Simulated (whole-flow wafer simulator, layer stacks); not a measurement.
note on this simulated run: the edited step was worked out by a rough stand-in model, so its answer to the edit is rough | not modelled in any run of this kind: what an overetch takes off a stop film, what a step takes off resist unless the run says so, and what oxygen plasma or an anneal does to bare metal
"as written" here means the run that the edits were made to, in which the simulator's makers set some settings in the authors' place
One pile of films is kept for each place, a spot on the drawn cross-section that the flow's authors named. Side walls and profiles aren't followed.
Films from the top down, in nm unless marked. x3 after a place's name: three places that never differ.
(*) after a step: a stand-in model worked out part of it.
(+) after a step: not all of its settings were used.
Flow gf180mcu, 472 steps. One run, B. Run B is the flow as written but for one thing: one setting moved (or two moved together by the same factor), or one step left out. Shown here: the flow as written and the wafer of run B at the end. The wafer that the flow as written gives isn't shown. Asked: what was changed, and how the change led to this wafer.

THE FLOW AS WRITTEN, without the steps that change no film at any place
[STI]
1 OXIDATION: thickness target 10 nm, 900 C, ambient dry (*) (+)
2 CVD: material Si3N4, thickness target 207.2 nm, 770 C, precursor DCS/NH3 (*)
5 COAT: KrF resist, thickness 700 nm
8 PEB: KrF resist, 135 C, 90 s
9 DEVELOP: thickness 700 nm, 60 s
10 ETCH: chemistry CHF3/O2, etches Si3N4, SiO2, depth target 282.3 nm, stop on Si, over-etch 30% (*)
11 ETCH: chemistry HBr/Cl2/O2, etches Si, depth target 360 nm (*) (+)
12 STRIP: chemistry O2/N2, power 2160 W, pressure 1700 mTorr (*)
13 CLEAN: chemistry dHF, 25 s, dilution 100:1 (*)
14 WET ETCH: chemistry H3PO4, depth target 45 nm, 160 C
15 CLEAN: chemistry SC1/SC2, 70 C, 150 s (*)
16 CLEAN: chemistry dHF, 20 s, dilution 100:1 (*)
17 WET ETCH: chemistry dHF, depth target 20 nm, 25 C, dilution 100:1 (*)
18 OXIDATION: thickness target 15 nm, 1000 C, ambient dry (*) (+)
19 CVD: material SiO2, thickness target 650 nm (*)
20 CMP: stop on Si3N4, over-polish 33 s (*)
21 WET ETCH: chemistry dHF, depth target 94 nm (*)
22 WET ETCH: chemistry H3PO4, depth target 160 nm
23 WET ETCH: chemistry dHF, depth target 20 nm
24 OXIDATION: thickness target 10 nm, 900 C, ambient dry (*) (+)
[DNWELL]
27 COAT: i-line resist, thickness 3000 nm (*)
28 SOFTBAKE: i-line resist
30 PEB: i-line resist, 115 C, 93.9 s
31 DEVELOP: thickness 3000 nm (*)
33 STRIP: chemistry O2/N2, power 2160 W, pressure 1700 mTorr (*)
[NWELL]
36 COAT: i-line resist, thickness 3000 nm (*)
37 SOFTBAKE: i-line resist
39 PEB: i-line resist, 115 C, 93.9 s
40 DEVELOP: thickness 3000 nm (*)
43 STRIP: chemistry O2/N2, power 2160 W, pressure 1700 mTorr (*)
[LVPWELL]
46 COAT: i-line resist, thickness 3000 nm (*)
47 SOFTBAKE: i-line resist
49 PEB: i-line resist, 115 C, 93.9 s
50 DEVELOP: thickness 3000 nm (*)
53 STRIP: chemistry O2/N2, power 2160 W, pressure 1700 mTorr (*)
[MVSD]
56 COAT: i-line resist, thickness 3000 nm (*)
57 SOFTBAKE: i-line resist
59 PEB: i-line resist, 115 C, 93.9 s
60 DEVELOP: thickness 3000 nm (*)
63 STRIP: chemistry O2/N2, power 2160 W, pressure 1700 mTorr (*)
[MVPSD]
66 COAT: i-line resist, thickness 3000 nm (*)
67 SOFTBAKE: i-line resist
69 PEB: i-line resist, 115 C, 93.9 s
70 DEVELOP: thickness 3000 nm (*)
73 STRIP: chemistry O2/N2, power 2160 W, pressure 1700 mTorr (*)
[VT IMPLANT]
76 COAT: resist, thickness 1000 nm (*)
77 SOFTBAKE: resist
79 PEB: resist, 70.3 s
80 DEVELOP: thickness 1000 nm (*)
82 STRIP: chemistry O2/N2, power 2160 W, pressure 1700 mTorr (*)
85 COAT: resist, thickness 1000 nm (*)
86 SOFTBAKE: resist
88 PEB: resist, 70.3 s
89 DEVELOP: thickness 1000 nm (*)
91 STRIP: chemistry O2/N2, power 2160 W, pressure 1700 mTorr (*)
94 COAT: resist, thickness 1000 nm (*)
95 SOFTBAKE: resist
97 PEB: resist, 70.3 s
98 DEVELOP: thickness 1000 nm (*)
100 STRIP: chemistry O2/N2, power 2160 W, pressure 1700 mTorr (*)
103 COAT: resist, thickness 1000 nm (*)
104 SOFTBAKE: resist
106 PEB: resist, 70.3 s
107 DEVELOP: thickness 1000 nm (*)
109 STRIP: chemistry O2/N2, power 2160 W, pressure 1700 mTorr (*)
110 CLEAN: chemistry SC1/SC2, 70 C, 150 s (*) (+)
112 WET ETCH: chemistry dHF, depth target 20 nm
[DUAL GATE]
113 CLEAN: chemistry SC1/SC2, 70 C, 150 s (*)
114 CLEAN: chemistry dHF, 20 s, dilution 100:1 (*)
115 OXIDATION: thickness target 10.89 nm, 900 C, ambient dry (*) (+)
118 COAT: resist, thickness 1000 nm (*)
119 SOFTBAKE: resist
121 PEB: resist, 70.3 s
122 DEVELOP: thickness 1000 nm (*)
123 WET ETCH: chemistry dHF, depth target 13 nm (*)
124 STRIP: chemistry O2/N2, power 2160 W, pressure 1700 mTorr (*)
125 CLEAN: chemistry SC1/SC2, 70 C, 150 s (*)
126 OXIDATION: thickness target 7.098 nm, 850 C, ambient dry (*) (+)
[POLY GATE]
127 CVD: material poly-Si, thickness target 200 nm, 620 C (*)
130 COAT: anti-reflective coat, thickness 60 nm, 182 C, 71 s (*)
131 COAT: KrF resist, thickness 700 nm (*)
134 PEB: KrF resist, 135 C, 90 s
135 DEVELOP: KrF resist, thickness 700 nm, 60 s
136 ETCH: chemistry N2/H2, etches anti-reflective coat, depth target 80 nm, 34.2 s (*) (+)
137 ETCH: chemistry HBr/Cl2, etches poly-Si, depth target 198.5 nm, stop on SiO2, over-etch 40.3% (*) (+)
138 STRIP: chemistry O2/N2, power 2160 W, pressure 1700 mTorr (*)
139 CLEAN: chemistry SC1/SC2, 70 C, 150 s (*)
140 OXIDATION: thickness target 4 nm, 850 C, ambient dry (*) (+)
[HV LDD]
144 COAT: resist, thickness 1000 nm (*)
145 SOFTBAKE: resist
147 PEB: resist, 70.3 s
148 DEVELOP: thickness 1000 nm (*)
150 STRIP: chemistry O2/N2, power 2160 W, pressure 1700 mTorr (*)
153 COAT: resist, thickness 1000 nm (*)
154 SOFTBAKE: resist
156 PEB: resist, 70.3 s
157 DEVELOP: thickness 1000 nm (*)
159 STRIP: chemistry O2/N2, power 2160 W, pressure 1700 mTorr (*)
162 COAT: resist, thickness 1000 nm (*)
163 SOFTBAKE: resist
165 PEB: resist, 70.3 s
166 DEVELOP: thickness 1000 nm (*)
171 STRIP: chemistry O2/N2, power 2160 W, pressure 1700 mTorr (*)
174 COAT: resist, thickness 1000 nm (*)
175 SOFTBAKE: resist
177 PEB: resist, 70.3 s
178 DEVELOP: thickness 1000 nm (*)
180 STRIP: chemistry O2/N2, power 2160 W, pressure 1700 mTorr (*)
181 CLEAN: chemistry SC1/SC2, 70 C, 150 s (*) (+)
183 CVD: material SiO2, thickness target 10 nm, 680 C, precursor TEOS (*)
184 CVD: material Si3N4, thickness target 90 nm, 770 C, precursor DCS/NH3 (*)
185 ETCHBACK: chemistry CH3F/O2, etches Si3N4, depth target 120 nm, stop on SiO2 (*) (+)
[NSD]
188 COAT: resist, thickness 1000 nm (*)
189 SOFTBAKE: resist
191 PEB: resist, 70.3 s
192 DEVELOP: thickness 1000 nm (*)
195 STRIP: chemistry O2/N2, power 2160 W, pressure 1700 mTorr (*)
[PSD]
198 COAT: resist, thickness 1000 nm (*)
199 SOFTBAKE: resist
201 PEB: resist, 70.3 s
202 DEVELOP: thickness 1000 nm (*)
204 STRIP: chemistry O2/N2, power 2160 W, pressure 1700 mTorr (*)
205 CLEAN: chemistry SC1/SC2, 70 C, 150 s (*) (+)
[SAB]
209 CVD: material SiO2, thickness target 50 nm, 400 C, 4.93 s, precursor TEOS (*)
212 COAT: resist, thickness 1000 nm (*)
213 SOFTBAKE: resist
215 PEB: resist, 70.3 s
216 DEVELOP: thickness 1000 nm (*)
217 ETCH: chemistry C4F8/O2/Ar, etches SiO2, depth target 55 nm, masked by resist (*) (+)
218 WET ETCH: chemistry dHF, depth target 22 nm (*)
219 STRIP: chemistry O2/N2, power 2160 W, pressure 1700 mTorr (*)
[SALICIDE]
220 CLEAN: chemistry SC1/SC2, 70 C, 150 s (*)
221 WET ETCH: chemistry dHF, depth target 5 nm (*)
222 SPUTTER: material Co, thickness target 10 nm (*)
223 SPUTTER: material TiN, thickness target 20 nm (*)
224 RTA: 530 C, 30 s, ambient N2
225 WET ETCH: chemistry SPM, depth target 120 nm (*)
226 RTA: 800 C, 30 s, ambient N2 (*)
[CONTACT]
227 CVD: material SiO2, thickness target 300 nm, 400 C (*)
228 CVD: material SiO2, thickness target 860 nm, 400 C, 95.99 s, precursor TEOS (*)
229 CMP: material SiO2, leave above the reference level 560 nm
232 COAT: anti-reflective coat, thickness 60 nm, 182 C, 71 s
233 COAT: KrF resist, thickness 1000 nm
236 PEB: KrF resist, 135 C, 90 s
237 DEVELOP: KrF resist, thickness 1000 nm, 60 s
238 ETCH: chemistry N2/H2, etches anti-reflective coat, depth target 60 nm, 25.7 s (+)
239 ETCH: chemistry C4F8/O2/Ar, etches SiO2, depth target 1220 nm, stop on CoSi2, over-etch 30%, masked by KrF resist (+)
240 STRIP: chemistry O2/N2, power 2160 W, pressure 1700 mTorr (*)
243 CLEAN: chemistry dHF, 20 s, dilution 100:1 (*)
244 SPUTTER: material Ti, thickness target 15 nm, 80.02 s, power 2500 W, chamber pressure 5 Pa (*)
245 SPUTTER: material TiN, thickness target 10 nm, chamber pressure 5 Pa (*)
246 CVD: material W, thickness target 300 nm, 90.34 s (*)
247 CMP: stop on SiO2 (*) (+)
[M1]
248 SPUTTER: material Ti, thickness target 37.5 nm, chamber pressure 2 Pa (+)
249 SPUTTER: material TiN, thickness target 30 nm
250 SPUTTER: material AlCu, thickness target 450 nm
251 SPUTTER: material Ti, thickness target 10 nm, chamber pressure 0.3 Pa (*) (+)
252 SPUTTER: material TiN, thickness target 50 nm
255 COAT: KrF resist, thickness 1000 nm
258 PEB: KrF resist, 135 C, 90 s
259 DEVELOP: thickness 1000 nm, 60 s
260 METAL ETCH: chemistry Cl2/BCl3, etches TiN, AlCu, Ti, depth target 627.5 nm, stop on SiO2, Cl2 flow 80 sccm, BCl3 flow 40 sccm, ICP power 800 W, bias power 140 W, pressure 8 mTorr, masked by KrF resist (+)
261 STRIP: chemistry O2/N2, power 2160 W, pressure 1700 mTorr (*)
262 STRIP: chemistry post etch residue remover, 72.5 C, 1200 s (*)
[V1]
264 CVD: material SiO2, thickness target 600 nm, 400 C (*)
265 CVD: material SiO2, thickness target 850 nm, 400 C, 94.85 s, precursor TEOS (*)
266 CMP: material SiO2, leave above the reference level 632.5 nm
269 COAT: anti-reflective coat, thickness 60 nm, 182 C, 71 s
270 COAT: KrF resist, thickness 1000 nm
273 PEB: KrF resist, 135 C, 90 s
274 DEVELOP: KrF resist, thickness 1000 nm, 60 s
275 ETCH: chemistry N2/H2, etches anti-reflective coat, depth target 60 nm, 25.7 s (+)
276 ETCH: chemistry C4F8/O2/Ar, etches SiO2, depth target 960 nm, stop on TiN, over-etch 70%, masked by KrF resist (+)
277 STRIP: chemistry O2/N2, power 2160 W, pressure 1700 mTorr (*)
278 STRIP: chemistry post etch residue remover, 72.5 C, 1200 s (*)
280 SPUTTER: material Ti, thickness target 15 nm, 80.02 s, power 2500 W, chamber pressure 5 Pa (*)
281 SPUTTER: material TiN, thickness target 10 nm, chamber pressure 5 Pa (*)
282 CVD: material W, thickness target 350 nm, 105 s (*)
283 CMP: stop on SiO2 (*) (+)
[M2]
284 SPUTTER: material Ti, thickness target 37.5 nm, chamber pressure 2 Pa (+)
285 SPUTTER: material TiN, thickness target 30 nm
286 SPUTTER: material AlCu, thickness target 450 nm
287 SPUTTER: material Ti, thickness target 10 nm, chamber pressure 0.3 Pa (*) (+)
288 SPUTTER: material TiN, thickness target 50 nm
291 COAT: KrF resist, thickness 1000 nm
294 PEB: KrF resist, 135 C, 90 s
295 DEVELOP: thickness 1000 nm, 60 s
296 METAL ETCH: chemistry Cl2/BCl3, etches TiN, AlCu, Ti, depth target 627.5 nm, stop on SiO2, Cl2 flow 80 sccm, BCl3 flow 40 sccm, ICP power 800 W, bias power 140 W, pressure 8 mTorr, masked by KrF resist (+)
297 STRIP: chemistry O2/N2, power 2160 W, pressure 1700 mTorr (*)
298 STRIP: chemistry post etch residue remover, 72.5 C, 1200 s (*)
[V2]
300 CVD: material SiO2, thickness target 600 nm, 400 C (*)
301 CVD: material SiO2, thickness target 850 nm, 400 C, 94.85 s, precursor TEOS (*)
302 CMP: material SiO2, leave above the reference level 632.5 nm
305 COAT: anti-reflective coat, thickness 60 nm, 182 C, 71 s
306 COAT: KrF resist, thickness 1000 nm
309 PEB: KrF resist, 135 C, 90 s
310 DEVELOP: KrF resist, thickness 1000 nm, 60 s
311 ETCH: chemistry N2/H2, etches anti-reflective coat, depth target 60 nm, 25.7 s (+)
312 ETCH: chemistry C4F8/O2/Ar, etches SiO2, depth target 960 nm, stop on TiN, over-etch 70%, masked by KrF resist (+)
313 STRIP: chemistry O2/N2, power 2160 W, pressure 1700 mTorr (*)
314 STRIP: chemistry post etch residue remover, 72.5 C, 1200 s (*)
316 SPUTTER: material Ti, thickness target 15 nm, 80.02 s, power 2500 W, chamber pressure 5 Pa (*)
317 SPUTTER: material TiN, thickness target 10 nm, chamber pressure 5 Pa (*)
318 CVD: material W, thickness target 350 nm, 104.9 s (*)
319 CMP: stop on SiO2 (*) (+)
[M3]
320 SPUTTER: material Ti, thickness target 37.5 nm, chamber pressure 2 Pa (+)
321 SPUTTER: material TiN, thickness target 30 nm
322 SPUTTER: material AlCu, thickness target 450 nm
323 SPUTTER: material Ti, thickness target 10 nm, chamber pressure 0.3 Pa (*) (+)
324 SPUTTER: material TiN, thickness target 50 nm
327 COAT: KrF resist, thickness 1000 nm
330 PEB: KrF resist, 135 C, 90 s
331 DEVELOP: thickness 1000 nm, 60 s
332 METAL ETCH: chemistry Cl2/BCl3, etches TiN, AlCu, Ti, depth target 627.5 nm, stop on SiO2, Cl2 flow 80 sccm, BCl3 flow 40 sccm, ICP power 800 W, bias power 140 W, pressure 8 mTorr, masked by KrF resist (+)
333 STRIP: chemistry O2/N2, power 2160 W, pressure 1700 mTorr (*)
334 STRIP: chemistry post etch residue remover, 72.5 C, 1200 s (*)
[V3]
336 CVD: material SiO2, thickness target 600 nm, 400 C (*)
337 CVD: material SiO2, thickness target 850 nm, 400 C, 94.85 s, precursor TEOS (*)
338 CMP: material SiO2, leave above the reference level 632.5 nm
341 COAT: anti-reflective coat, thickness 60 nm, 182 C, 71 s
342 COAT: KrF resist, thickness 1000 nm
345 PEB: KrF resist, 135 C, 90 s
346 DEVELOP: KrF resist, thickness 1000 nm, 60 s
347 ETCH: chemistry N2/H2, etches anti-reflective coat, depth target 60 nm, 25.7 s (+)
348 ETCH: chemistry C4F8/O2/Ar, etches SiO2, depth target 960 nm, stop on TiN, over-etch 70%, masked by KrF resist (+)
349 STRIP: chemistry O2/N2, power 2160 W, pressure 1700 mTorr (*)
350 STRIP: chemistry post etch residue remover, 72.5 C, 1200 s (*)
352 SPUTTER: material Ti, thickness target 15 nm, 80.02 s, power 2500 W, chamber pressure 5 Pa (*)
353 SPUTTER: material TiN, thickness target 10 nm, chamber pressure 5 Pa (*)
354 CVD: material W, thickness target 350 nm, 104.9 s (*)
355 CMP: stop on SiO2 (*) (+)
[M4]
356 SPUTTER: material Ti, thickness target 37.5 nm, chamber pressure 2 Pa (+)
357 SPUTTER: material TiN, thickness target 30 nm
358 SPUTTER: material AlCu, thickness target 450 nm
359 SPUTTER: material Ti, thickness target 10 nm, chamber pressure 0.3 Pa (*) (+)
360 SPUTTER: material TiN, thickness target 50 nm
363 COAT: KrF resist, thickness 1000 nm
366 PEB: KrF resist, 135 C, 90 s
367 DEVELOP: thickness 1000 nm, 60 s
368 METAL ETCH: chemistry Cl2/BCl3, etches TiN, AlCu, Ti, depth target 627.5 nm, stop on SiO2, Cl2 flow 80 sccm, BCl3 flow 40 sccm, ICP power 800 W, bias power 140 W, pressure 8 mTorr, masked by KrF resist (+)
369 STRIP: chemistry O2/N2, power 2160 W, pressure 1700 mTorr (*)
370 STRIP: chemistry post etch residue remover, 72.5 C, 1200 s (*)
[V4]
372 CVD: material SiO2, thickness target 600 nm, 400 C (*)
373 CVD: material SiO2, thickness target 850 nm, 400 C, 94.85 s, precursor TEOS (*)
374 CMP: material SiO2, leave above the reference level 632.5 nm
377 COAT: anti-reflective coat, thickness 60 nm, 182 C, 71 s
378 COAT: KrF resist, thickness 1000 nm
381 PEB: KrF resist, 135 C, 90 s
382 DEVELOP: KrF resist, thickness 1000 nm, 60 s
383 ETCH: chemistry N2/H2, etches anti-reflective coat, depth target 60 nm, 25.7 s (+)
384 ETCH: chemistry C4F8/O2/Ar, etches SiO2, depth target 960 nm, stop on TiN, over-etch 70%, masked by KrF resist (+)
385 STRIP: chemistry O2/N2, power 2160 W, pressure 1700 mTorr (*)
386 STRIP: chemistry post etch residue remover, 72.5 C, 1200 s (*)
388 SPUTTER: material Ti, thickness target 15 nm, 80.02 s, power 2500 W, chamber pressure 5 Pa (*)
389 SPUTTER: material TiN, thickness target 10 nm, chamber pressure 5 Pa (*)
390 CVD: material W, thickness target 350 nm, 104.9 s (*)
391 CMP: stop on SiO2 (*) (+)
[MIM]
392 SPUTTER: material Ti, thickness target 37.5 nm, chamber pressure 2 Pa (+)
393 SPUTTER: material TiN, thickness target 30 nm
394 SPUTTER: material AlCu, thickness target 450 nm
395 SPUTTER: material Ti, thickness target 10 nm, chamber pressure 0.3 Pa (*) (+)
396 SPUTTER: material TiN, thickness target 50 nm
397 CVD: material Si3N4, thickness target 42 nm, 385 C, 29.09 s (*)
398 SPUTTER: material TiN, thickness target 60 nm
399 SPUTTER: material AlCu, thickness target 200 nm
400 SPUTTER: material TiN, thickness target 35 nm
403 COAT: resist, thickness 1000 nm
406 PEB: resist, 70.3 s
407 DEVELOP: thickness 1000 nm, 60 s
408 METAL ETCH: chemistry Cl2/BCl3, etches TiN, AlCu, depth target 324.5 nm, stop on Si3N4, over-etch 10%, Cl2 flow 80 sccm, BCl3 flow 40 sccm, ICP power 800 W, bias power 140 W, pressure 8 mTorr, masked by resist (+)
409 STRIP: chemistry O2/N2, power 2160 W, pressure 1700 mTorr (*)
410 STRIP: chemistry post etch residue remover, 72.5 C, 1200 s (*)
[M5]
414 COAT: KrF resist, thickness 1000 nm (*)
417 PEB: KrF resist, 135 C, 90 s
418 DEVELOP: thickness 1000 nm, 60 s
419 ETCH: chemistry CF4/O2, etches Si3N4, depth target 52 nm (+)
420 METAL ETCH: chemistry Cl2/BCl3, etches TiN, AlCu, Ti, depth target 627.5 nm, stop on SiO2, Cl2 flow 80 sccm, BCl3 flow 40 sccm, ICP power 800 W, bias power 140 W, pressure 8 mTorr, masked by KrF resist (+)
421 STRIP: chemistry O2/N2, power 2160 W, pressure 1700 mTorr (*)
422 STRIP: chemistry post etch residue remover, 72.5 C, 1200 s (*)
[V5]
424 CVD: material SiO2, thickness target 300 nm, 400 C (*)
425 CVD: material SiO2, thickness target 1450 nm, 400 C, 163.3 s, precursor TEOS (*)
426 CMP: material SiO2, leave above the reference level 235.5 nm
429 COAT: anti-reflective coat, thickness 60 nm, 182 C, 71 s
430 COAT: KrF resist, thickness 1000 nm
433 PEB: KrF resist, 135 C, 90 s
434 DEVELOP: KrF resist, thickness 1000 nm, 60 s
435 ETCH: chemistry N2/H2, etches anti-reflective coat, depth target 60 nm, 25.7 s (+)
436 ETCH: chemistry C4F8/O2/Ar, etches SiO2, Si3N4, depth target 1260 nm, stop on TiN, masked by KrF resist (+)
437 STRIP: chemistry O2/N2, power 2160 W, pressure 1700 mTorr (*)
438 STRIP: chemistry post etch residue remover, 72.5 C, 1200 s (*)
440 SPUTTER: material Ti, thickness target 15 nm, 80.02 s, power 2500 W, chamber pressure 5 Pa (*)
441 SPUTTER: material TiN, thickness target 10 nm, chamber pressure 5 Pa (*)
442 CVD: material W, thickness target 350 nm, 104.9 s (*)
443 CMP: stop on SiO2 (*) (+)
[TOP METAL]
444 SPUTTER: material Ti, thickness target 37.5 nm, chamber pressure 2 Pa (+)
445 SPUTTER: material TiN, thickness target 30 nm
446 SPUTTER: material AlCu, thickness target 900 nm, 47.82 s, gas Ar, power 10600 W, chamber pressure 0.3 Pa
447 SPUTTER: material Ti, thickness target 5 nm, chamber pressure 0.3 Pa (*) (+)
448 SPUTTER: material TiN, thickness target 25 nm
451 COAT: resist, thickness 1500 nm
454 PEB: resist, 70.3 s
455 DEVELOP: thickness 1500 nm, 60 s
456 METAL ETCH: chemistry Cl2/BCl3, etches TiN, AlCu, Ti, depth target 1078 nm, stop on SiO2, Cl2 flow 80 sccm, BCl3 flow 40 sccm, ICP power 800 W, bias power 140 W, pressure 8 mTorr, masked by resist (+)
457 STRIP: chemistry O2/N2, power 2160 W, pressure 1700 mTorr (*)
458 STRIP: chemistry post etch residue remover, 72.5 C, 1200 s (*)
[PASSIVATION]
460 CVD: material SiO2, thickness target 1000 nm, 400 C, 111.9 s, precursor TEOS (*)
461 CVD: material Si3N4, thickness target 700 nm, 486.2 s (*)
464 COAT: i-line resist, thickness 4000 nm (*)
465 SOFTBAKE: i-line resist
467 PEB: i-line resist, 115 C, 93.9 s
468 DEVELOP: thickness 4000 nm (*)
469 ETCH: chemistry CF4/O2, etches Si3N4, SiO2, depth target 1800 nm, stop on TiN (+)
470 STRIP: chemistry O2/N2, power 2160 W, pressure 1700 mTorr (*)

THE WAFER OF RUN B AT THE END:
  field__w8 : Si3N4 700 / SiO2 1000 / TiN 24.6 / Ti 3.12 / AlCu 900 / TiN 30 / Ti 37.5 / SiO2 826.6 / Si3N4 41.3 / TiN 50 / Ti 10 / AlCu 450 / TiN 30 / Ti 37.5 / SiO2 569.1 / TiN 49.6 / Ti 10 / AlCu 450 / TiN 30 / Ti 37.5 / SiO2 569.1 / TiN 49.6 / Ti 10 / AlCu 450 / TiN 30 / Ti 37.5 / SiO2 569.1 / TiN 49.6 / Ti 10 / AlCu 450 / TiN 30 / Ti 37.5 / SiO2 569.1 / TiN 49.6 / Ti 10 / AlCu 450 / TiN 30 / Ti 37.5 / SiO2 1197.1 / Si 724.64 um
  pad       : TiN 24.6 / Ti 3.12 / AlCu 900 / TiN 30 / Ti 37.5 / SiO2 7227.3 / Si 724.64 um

The cause: step 447, SPUTTER: thickness target 3.12 nm was run, where the flow has thickness target 5 nm.
It can be read off the wafer: field__w8 has Ti 3.12, and step 447 as written asks for 5 nm.

How the change led to this, step by step:
  447 SPUTTER: material Ti, thickness target 5 nm, chamber pressure 0.3 Pa (*) (+)
      field, field__w1, field__w2 and 109 more: Ti +3.12 (new film) (as written it would be: Ti +5 (new film))
  456 METAL ETCH: chemistry Cl2/BCl3, etches TiN, AlCu, Ti, depth target 1078 nm, stop on SiO2, Cl2 flow 80 sccm, BCl3 flow 40 sccm, ICP power 800 W, bias power 140 W, pressure 8 mTorr, masked by resist (+)
      field, field__w1, field__w2 and 103 more: TiN -25 (all of it), Ti -3.12 (all of it), AlCu -900 (all of it), TiN -30 (all of it), Ti -37.5 (all of it) (as written it would be: TiN -25 (all of it), Ti -5 (all of it), AlCu -900 (all of it), TiN -30 (all of it), Ti -37.5 (all of it))
